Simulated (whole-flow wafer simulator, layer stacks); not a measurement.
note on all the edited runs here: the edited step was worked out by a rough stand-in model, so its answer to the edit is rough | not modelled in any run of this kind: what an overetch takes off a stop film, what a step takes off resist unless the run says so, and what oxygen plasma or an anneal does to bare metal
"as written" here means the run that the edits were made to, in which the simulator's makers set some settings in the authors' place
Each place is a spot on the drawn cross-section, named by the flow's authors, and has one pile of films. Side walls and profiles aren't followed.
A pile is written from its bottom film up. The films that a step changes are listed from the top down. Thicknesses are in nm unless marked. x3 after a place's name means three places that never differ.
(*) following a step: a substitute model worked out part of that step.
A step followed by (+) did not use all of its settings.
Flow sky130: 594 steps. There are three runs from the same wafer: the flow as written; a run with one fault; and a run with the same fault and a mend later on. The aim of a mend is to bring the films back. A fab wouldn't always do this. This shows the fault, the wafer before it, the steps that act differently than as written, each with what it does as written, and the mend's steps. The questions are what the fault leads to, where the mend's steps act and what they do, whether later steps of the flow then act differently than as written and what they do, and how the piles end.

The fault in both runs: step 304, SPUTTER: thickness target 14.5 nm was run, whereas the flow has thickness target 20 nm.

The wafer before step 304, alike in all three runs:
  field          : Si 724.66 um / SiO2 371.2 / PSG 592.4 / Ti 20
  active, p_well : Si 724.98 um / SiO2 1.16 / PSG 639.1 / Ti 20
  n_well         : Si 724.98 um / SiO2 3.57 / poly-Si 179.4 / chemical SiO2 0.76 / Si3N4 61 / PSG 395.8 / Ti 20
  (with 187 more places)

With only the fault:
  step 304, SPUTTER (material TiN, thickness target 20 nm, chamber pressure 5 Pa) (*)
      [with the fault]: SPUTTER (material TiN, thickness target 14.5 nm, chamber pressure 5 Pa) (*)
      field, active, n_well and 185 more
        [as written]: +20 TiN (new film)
        [with the fault]: +14.5 TiN (new film)
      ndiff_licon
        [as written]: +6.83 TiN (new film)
        [with the fault]: +4.99 TiN (new film)
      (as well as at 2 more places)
  Steps further on in the flow that do not act as written (1 other step is not shown; it differs only slightly, by no more than 2% or 0.5 nm, whichever is larger):
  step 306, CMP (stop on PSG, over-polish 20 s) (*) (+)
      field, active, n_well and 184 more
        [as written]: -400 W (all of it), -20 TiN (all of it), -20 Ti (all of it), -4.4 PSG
        [with the fault]: -400 W (all of it), -14.5 TiN (all of it), -20 Ti (all of it), -4.4 PSG
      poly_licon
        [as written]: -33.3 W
        [with the fault]: -27.8 W
  The piles end different from the flow's at poly_licon, ndiff_licon, ndiff_licon_cpp, rpo_hd_licon by more than 2% or 0.5 nm, whichever is larger.
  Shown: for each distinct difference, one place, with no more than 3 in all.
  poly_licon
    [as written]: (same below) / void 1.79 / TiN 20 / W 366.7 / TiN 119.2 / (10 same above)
    [with the fault]: (same below) / void 1.79 / TiN 14.5 / W 372.2 / TiN 119.2 / (10 same above)
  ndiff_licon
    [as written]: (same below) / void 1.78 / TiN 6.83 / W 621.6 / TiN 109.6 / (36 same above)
    [with the fault]: (same below) / void 1.78 / TiN 4.99 / W 623.5 / TiN 109.6 / (36 same above)
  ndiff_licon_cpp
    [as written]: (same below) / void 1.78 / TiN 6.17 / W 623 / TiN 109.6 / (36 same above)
    [with the fault]: (same below) / void 1.78 / TiN 4.51 / W 624.7 / TiN 109.6 / (36 same above)

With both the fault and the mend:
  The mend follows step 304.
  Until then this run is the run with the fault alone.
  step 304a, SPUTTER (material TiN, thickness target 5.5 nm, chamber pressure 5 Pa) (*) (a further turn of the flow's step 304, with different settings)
      field, active, n_well and 185 more
        +5.5 TiN
      ndiff_licon
        +1.84 TiN
      ndiff_licon_cpp
        +1.66 TiN
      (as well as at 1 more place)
  Every later step of the flow that is run acts as written, at every place that is followed, to within 2% or 0.5 nm, whichever is larger.
  When the end is reached, the piles differ only a little from the flow's at the places that both follow, at most by 2% or 0.5 nm, whichever is larger.
